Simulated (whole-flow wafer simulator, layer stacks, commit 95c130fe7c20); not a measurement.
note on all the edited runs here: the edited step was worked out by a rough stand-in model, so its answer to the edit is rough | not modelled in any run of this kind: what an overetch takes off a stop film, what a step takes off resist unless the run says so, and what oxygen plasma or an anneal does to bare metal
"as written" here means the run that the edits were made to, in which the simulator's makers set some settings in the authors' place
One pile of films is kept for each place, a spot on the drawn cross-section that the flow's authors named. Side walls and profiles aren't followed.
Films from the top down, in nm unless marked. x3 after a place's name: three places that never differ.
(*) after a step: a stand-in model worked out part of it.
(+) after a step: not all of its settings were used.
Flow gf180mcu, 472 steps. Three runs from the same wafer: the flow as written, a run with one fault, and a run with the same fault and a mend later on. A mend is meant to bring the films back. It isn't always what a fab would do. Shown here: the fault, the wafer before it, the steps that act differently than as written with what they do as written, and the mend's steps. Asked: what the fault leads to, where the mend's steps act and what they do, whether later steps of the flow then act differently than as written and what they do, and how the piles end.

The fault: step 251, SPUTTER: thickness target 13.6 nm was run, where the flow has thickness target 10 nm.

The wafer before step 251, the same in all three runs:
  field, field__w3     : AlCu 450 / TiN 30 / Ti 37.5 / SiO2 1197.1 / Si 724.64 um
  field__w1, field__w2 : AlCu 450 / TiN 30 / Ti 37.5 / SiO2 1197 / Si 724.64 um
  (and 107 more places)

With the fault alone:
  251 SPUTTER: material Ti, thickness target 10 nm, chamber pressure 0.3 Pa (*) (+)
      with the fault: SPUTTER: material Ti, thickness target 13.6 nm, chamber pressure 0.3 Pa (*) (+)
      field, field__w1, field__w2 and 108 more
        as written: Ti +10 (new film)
        with the fault: Ti +13.6 (new film)
  Later steps of the flow that act differently than as written (5 more steps differ only slightly, by at most 2% or 0.5 nm, whichever is larger, and aren't shown):
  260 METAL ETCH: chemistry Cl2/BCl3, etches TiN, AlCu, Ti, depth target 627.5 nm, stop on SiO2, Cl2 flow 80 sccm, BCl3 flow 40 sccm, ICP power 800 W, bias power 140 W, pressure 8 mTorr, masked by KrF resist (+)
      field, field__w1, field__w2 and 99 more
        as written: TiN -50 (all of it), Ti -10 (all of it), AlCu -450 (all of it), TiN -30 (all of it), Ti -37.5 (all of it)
        with the fault: TiN -50 (all of it), Ti -13.6 (all of it), AlCu -450 (all of it), TiN -30 (all of it), Ti -37.5 (all of it)
  At the end the piles differ from the flow's by more than 2% or 0.5 nm, whichever is larger, at field__w8, contact, m1 and 6 more.
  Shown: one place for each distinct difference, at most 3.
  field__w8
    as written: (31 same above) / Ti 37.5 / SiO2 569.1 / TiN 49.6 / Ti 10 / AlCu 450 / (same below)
    with the fault: (31 same above) / Ti 37.5 / SiO2 565.5 / TiN 49.6 / Ti 13.6 / AlCu 450 / (same below)
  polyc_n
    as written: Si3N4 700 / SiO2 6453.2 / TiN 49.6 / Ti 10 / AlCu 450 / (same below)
    with the fault: Si3N4 700 / SiO2 6449.6 / TiN 49.6 / Ti 13.6 / AlCu 450 / (same below)
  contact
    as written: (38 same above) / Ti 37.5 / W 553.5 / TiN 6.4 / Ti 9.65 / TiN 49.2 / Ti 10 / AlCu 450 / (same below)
    with the fault: (38 same above) / Ti 37.5 / W 549.9 / TiN 6.42 / Ti 9.67 / TiN 49.2 / Ti 13.6 / AlCu 450 / (same below)

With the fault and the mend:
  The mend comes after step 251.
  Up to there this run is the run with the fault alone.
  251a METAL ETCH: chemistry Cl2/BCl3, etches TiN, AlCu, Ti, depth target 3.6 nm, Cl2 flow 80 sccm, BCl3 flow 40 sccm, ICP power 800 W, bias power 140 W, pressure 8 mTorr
      field, field__w1, field__w2 and 108 more
        Ti -3.6
  No later step of the flow acts differently than as written at any place that is followed.
  At the end the piles are the same as the flow's at every place that both follow.
